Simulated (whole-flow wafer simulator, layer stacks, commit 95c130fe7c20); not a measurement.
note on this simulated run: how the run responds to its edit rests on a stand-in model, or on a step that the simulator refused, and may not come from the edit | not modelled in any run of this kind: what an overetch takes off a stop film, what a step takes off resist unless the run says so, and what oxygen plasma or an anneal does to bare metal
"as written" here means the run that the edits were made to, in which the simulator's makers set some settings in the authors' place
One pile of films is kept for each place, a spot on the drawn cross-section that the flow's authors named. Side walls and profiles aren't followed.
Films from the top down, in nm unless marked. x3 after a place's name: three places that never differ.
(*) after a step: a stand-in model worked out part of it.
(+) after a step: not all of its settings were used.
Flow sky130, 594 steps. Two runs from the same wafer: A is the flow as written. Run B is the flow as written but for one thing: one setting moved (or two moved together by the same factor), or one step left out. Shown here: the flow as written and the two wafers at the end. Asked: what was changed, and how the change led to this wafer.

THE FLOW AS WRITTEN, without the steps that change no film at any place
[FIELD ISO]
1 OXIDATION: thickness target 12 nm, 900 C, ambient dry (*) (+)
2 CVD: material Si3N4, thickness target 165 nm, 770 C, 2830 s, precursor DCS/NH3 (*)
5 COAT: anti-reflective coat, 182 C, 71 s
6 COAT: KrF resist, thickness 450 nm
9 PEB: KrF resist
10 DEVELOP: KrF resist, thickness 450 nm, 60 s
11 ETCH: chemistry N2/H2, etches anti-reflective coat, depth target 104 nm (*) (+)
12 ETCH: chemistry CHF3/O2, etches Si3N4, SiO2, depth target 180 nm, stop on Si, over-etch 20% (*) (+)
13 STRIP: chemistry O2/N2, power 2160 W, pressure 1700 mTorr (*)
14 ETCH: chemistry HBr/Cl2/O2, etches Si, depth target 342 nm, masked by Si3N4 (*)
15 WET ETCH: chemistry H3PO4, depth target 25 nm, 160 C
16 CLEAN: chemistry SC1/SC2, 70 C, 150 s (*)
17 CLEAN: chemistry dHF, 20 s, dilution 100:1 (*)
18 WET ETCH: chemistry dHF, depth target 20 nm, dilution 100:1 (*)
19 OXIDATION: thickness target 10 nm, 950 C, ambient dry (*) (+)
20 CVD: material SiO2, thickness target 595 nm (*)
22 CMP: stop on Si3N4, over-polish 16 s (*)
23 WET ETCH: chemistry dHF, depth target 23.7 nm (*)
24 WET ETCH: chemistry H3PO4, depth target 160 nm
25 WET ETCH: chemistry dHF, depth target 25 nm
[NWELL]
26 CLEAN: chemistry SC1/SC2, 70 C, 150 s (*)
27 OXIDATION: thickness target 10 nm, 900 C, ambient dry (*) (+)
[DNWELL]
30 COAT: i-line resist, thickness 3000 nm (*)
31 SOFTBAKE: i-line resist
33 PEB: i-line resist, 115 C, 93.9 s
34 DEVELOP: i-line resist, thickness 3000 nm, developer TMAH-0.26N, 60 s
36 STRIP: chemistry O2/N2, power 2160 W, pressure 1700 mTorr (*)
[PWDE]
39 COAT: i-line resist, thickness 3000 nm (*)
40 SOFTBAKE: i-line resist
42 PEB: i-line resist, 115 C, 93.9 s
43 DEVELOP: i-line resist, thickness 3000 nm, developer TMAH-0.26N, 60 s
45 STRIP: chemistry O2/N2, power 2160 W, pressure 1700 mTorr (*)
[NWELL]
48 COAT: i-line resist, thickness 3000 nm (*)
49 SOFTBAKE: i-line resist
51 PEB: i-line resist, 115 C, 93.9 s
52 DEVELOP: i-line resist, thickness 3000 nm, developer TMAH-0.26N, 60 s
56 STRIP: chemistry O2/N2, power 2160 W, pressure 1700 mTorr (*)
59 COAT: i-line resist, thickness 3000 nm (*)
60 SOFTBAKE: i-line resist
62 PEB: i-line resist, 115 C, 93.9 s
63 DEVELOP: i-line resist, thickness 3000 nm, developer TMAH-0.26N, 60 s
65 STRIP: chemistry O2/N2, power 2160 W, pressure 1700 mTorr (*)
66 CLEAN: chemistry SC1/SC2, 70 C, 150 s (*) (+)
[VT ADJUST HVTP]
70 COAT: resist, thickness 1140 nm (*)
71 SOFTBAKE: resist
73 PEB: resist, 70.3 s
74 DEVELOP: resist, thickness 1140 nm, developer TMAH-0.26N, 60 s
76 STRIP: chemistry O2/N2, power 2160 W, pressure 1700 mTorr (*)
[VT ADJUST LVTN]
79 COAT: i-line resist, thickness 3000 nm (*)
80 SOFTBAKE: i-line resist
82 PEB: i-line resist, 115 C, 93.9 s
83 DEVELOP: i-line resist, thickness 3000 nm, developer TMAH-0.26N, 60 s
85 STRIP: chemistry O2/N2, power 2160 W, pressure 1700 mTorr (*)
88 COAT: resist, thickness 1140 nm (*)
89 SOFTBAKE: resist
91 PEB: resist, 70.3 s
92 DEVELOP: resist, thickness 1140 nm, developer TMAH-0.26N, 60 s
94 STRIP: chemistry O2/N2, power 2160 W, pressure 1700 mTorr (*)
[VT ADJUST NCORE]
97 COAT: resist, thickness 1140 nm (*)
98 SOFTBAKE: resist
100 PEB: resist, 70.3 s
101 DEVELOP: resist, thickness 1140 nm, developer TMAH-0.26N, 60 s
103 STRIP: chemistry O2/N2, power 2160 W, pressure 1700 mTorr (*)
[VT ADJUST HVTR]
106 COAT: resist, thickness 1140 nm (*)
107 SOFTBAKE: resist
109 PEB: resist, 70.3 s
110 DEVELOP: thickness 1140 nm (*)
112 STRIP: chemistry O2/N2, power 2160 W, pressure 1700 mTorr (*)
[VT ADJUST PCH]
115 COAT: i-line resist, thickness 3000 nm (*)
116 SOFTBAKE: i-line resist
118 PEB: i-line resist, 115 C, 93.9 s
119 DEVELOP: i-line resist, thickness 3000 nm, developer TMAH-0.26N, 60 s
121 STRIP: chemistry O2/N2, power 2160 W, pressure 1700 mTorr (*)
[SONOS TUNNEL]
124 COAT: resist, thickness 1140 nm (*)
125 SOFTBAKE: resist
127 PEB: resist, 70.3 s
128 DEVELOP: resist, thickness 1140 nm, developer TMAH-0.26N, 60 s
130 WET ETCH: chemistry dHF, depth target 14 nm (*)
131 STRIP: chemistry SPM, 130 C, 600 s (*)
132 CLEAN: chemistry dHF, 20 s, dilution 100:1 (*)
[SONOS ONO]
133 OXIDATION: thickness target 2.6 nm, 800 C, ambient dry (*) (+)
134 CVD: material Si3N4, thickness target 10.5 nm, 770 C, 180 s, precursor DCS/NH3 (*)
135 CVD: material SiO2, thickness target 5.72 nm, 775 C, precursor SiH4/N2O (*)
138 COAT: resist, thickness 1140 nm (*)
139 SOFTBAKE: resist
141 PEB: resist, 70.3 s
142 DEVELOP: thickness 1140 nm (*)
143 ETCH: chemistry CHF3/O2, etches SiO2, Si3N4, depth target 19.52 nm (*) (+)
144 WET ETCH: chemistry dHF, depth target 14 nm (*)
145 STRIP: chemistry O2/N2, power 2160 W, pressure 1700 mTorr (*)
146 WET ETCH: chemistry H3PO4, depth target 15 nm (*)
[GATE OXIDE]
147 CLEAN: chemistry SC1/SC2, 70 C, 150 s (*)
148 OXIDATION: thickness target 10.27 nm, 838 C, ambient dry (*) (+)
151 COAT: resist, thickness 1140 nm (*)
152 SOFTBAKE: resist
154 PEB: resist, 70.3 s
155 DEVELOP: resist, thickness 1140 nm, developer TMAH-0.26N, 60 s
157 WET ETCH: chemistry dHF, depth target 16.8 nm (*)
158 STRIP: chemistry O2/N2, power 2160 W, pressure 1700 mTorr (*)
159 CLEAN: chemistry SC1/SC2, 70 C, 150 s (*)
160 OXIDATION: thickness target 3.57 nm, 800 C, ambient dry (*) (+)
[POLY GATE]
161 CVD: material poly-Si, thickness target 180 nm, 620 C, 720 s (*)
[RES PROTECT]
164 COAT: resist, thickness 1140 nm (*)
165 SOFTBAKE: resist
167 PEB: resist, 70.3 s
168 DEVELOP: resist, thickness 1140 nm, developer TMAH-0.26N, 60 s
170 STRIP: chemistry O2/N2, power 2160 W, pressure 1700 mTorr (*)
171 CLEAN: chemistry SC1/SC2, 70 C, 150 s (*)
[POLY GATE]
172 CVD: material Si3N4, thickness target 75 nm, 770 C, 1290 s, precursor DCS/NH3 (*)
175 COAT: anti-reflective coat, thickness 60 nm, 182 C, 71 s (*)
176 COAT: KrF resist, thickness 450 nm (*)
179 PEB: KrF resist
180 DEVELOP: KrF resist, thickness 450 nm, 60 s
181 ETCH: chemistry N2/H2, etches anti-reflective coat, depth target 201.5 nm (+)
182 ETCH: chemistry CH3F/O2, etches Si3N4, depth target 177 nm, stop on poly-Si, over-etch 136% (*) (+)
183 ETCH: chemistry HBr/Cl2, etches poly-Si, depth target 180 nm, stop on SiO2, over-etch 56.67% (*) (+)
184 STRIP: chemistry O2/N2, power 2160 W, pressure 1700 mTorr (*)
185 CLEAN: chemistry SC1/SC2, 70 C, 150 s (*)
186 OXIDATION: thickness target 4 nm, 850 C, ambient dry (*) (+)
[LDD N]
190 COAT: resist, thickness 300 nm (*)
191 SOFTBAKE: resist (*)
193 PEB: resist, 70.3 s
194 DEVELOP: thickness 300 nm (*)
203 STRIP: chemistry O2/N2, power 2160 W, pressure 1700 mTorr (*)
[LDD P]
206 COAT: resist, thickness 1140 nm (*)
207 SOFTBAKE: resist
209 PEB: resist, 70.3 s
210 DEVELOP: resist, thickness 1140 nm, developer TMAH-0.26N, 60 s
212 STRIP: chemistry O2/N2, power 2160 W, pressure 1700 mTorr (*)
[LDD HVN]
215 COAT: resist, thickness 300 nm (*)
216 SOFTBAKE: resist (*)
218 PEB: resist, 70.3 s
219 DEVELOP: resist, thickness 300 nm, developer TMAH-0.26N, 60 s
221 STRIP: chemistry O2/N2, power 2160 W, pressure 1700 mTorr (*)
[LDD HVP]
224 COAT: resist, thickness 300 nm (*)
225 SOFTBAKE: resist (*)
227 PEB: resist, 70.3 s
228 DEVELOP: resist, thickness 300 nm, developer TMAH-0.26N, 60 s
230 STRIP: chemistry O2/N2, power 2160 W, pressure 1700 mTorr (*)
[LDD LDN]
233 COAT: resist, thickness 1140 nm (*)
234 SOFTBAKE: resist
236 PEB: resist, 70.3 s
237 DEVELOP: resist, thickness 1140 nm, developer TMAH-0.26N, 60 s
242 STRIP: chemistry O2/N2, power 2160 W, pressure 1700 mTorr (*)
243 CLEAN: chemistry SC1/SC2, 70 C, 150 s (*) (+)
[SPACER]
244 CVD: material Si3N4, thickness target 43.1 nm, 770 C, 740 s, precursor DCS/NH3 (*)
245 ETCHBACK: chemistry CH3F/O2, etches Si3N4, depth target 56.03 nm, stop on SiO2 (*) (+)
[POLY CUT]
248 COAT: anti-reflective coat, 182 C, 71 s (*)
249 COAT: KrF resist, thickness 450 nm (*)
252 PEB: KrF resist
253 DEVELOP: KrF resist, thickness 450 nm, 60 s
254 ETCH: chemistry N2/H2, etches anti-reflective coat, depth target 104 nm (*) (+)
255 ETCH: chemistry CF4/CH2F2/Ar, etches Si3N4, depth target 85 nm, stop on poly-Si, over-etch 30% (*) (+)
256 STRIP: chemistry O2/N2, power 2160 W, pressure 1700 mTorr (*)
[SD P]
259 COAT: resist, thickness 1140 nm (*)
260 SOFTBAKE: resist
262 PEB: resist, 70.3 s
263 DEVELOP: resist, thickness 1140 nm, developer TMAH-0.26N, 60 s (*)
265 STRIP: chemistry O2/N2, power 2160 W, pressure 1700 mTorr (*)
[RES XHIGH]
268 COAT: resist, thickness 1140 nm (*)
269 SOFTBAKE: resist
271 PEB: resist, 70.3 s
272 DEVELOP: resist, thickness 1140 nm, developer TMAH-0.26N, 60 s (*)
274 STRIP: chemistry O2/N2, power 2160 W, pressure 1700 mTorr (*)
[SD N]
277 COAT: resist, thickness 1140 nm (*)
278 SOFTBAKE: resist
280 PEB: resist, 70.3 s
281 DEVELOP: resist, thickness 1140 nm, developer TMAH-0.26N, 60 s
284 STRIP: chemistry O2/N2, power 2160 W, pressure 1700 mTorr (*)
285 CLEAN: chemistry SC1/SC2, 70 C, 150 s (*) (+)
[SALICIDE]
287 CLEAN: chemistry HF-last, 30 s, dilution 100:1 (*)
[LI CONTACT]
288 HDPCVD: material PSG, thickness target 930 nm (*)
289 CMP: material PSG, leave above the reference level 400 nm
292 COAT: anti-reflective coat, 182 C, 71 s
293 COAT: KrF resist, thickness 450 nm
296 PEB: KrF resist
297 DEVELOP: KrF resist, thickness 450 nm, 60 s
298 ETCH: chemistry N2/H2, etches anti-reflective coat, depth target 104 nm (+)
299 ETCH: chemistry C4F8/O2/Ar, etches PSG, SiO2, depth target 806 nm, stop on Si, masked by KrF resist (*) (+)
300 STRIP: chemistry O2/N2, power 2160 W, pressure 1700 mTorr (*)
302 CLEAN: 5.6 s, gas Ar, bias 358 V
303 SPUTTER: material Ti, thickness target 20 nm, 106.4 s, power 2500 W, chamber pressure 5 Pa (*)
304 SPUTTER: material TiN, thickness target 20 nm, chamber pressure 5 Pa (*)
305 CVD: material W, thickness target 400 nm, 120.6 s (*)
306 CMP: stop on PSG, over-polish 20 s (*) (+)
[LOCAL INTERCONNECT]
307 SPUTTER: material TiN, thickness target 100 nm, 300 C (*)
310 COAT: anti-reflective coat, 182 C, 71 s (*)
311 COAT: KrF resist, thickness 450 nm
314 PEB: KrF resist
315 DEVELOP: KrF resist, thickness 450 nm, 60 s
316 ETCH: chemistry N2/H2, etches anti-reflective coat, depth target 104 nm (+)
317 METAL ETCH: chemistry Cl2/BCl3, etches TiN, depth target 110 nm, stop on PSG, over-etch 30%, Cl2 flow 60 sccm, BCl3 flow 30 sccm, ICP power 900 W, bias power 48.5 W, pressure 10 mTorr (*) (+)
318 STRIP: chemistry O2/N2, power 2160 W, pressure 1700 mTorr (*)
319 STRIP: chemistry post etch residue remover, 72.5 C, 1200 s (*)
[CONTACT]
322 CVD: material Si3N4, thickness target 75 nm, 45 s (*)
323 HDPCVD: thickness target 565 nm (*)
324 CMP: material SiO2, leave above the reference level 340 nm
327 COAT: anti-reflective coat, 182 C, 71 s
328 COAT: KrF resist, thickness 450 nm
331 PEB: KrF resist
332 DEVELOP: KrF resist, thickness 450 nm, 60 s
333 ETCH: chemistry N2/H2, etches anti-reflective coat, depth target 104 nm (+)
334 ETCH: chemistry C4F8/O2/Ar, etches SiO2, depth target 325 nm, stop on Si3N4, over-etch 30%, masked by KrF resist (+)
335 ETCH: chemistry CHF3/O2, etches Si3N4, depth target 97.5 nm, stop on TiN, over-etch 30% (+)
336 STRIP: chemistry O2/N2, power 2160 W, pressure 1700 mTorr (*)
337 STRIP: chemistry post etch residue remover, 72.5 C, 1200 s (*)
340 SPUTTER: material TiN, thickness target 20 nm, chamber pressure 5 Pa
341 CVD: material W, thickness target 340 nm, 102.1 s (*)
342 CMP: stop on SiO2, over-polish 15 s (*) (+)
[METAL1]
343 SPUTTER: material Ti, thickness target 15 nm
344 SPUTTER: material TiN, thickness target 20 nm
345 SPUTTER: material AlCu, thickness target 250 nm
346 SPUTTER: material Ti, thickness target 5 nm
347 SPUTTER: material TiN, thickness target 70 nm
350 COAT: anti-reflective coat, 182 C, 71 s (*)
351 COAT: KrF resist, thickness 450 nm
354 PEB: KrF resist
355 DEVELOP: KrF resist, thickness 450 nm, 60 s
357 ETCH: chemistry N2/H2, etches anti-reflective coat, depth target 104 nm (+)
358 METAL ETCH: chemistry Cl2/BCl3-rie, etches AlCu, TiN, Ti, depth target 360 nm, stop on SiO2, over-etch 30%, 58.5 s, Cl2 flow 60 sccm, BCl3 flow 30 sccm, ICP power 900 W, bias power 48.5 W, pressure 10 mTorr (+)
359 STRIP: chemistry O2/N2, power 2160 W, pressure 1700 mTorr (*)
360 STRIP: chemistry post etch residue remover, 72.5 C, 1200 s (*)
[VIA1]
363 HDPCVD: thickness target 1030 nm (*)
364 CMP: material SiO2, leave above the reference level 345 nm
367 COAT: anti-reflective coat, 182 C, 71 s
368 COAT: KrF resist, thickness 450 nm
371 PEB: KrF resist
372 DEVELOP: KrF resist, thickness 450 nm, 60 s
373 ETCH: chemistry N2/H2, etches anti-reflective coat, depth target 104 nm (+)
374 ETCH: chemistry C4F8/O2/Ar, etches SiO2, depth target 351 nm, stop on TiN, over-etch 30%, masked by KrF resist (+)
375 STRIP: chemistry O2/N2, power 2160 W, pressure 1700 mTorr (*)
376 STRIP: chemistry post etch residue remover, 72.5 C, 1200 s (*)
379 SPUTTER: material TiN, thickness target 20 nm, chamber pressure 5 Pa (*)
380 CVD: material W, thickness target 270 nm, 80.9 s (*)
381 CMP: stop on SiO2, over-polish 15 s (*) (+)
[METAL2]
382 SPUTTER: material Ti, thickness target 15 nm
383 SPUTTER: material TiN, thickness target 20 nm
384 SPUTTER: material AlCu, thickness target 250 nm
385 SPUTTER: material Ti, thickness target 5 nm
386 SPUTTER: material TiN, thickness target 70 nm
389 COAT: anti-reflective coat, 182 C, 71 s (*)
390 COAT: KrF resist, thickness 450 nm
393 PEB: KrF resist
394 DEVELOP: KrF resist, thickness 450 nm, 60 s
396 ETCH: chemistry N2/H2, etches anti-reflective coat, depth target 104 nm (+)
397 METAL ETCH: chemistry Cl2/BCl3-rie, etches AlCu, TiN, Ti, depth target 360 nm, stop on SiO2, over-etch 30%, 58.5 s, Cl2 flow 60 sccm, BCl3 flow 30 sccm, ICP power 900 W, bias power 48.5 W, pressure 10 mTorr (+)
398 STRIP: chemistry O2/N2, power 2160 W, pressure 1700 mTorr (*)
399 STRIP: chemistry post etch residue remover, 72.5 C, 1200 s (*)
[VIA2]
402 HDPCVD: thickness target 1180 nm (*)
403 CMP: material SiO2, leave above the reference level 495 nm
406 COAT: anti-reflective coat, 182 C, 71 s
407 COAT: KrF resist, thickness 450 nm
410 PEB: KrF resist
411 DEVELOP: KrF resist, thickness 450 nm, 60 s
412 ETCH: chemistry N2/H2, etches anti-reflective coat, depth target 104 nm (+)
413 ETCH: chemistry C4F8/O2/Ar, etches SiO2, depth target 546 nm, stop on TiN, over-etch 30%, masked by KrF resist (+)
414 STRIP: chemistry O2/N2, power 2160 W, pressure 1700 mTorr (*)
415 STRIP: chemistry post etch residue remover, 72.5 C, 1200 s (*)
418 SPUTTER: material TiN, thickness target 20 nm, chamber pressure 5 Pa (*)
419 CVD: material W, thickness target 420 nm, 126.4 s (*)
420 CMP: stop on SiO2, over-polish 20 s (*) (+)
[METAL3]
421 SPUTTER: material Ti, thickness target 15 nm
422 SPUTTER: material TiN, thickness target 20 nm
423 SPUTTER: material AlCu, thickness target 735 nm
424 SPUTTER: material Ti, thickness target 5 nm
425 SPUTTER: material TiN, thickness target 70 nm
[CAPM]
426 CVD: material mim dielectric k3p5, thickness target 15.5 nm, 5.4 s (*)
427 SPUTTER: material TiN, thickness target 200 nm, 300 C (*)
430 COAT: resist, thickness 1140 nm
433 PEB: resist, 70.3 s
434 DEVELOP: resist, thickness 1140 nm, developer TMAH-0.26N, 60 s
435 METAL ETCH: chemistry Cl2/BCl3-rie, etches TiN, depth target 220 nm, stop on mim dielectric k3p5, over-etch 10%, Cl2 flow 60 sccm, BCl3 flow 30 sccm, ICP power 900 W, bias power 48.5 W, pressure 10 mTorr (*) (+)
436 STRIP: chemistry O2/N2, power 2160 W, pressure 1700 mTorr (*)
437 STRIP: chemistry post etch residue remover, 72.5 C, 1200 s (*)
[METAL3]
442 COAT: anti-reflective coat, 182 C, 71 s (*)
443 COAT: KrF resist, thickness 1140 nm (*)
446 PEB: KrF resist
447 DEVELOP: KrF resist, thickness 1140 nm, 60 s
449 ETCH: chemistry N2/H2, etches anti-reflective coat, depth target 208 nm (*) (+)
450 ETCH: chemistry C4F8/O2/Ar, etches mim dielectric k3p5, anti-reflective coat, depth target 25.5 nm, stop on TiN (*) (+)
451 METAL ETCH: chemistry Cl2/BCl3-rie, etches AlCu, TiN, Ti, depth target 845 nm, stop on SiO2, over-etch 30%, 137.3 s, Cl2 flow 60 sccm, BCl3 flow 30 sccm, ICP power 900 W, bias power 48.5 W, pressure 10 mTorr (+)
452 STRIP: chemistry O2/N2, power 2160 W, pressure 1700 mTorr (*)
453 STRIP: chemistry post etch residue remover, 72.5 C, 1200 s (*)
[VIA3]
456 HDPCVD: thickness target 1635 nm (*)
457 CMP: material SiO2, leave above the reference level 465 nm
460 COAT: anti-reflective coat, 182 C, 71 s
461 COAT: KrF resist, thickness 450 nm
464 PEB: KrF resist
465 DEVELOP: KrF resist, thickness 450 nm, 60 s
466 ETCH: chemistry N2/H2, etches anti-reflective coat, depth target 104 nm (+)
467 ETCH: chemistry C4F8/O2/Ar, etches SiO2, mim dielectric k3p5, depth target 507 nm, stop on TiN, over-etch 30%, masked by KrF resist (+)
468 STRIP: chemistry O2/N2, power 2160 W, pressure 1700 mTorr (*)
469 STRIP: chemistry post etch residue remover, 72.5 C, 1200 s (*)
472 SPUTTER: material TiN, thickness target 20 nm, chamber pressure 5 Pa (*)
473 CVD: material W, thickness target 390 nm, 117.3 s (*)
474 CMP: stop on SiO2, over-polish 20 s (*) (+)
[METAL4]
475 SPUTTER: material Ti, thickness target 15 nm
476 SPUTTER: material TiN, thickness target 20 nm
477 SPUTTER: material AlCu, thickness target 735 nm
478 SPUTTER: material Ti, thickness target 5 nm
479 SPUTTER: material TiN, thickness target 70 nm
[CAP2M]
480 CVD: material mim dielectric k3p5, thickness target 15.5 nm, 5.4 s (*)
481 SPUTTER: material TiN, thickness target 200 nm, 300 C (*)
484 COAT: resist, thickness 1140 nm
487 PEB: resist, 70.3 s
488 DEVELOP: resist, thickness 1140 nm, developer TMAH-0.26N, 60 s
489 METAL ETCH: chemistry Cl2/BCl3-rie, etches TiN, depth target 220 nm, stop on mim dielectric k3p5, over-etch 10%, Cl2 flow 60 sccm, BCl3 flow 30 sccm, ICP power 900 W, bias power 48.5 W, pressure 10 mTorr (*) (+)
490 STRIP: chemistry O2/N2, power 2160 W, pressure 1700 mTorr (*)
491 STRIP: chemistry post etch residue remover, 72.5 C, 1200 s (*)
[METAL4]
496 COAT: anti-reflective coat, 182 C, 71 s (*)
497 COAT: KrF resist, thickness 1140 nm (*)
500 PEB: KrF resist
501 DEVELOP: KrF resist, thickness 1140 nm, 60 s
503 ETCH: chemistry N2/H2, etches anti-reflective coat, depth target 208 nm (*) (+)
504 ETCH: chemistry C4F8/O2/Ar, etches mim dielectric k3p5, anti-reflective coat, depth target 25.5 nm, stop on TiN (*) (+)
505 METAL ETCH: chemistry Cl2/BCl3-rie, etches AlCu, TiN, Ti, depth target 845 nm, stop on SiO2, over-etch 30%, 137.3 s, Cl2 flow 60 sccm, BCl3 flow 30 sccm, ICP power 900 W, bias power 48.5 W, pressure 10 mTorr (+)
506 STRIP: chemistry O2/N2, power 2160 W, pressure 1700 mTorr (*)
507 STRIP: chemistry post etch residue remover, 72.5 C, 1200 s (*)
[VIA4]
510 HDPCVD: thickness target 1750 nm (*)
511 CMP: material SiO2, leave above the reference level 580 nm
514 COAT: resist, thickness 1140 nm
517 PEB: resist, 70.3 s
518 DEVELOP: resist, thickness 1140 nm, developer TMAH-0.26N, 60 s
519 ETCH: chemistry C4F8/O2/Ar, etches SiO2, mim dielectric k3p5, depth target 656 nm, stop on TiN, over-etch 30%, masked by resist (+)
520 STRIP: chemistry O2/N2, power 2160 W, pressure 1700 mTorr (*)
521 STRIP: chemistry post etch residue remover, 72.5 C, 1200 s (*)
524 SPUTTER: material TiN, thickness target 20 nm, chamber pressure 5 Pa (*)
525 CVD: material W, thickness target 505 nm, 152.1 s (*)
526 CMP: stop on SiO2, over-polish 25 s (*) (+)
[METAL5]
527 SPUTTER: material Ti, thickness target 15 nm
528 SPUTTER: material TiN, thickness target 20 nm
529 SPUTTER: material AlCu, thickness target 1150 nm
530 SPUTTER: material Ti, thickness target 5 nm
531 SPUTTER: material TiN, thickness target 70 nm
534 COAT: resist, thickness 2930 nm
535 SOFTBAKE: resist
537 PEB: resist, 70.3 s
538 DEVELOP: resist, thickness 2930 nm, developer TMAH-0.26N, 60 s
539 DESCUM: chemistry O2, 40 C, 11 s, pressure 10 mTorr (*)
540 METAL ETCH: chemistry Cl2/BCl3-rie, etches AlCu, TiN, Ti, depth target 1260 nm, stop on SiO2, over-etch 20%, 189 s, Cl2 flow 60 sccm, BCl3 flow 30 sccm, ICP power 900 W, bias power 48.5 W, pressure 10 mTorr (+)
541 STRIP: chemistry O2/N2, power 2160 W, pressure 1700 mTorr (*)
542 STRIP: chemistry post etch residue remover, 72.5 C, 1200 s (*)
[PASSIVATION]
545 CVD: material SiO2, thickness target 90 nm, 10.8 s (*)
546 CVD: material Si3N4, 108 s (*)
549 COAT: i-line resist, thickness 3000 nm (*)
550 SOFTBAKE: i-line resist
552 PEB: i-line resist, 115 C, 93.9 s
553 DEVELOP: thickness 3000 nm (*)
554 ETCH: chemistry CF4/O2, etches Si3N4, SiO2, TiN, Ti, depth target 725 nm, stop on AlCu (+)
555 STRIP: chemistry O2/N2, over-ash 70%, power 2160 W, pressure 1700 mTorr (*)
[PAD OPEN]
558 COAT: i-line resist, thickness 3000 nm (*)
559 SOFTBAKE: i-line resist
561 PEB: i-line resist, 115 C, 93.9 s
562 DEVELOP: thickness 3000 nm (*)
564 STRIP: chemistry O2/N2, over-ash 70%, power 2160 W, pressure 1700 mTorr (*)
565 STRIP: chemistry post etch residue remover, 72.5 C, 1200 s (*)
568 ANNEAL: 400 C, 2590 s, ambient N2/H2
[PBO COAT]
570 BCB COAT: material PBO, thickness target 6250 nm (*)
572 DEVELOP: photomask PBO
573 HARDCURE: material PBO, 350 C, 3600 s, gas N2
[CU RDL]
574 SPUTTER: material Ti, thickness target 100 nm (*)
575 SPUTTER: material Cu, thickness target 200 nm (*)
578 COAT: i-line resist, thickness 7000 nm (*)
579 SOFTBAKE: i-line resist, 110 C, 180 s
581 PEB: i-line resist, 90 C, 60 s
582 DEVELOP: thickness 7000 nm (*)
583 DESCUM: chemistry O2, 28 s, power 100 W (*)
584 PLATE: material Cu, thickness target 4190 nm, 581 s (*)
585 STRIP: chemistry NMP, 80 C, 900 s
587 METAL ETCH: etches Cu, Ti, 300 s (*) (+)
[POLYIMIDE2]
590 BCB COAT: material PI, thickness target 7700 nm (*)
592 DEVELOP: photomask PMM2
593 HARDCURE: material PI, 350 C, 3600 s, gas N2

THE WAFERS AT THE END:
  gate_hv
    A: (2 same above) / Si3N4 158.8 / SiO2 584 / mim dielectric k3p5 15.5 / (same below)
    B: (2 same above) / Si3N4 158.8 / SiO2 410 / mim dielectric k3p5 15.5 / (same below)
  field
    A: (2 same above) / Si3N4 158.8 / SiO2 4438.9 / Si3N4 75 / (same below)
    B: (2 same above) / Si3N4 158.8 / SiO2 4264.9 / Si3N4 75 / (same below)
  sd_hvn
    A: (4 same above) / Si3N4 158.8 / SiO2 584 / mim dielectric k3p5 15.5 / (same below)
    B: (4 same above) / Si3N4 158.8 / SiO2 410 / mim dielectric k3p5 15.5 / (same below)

The cause: step 511, CMP: leave above the reference level 406 nm was run, where the flow has leave above the reference level 580 nm.

How the change led to this, step by step:
  511 CMP: material SiO2, leave above the reference level 580 nm
      n_well, p_well, gate_hv and 99 more: A SiO2 -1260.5 | B SiO2 -1434.5
      field, active, gate and 77 more: A SiO2 -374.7 | B SiO2 -548.7
      (and at 11 more places)
  519 ETCH: chemistry C4F8/O2/Ar, etches SiO2, mim dielectric k3p5, depth target 656 nm, stop on TiN, over-etch 30%, masked by resist (+)
      field, active, n_well and 188 more: A resist -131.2 | B resist -86.2
      m1: A SiO2 -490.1 (all of it), mim dielectric k3p5 -15.5 (all of it) | B SiO2 -316.1 (all of it), mim dielectric k3p5 -15.5 (all of it)
      (and at 1 more place)
  520 STRIP: chemistry O2/N2, power 2160 W, pressure 1700 mTorr (*)
      field, active, n_well and 188 more: A resist -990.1 (all of it) | B resist -1035.1 (all of it)
  524 SPUTTER: material TiN, thickness target 20 nm, chamber pressure 5 Pa (*)
      m1, via4_hole: A TiN +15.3 | B TiN +16.5
  525 CVD: material W, thickness target 505 nm, 152.1 s (*)
      m1: A W +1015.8 (new film) | B W +643.8 (new film)
      via4_hole: A W +1015.2 (new film) | B W +644.8 (new film)
  526 CMP: stop on SiO2, over-polish 25 s (*) (+)
      m1: A W -532.7 | B W -335.9
      via4_hole: A W -532.7 | B W -337.6
